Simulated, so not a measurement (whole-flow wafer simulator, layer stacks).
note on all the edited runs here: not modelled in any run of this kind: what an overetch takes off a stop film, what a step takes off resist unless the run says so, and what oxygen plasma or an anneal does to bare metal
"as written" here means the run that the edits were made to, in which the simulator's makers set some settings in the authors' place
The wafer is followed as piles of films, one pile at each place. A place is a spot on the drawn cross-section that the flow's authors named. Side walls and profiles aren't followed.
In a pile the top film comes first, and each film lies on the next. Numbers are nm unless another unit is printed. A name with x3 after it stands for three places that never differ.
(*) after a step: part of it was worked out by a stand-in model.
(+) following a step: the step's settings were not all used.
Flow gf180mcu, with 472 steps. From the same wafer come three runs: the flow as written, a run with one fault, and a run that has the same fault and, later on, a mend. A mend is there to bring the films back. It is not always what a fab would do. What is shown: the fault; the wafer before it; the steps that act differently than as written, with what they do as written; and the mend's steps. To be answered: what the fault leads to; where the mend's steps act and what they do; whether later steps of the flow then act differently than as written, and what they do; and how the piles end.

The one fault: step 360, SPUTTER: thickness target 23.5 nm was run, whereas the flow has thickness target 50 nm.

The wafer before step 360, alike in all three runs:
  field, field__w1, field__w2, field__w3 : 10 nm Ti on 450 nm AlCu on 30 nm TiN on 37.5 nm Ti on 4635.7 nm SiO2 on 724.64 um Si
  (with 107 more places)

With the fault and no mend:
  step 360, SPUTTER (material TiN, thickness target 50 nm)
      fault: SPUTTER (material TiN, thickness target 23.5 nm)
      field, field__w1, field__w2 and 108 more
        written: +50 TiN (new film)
        fault: +23.5 TiN (new film)
  Steps further on in the flow that do not act as written (not shown: 2 more steps that differ only slightly, by at most 2% or 0.5 nm, whichever is larger):
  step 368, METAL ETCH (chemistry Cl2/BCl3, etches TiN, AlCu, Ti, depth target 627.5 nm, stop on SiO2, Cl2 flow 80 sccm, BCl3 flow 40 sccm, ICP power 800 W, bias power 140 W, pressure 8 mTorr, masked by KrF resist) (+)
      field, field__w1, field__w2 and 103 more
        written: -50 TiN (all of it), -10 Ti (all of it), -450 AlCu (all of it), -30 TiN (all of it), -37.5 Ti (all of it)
        fault: -23.5 TiN (all of it), -10 Ti (all of it), -450 AlCu (all of it), -30 TiN (all of it), -37.5 Ti (all of it)
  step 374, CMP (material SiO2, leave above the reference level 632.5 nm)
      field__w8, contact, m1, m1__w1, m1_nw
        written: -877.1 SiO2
        fault: -850.6 SiO2
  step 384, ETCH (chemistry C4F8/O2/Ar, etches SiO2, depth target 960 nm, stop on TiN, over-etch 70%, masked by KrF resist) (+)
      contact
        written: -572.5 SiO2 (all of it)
        fault: -599 SiO2 (all of it)
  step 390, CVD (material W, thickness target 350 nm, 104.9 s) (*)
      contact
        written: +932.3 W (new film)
        fault: +959 W (new film)
  By the end, the piles at field__w8, contact, m1, m1__w1, m1_nw depart from the flow's by more than 2% or 0.5 nm, whichever is larger.
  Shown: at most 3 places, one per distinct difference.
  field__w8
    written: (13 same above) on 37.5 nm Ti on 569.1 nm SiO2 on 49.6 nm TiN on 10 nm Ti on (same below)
    fault: (13 same above) on 37.5 nm Ti on 595.6 nm SiO2 on 23.1 nm TiN on 10 nm Ti on (same below)
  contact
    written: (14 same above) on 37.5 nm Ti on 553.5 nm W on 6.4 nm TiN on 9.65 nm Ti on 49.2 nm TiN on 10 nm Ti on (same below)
    fault: (14 same above) on 37.5 nm Ti on 580.2 nm W on 6.3 nm TiN on 9.5 nm Ti on 22.7 nm TiN on 10 nm Ti on (same below)

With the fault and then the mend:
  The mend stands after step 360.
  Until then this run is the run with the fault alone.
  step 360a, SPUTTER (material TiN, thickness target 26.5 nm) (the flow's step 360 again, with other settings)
      field, field__w1, field__w2 and 108 more
        +26.5 TiN
  Every later step of the flow that is run acts as written at every place that is followed.
  The piles end the same as the flow's at every place that both follow.
